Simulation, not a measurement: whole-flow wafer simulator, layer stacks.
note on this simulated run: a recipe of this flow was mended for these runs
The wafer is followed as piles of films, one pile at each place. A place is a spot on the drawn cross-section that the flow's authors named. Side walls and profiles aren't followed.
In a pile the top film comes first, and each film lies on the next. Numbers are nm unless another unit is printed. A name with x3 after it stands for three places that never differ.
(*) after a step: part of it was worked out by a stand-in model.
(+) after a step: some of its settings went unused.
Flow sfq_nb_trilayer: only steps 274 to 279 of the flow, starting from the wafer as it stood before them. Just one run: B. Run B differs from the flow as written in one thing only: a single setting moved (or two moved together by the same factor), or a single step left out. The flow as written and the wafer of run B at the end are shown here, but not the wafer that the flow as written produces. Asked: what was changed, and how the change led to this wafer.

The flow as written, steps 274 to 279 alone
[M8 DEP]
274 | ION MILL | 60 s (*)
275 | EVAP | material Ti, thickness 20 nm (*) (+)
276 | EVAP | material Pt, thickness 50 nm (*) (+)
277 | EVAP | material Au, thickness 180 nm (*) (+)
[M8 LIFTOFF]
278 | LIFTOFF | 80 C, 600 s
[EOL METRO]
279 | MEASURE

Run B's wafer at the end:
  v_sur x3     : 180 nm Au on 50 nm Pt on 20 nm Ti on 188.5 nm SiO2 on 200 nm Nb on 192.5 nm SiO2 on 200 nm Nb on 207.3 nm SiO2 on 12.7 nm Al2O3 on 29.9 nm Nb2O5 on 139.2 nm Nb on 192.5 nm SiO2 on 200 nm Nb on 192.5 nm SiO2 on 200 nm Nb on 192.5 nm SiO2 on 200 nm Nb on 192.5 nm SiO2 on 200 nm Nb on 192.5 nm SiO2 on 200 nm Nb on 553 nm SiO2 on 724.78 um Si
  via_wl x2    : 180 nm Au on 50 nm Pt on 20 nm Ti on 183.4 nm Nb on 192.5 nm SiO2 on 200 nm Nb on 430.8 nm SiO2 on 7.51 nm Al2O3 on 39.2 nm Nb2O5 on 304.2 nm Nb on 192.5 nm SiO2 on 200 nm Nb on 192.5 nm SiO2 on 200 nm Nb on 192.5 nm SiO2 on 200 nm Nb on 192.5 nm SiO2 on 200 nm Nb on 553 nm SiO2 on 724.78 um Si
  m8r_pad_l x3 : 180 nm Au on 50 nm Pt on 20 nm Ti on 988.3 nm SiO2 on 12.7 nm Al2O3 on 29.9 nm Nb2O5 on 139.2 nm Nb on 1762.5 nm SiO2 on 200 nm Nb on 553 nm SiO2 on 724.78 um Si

What caused this: step 274, ION MILL: 95 s was run, whereas the flow has 60 s.

Step by step, how the change led to this:
  274 | ION MILL | 60 s (*)
      field_l, v_sur x3, via_v, m8r_pad_l x3: SiO2 loses 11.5 (in the flow as written it would be: SiO2 loses 7.28)
      via_wl x2, via_w: Nb loses 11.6 (in the flow as written it would be: Nb loses 7.3)
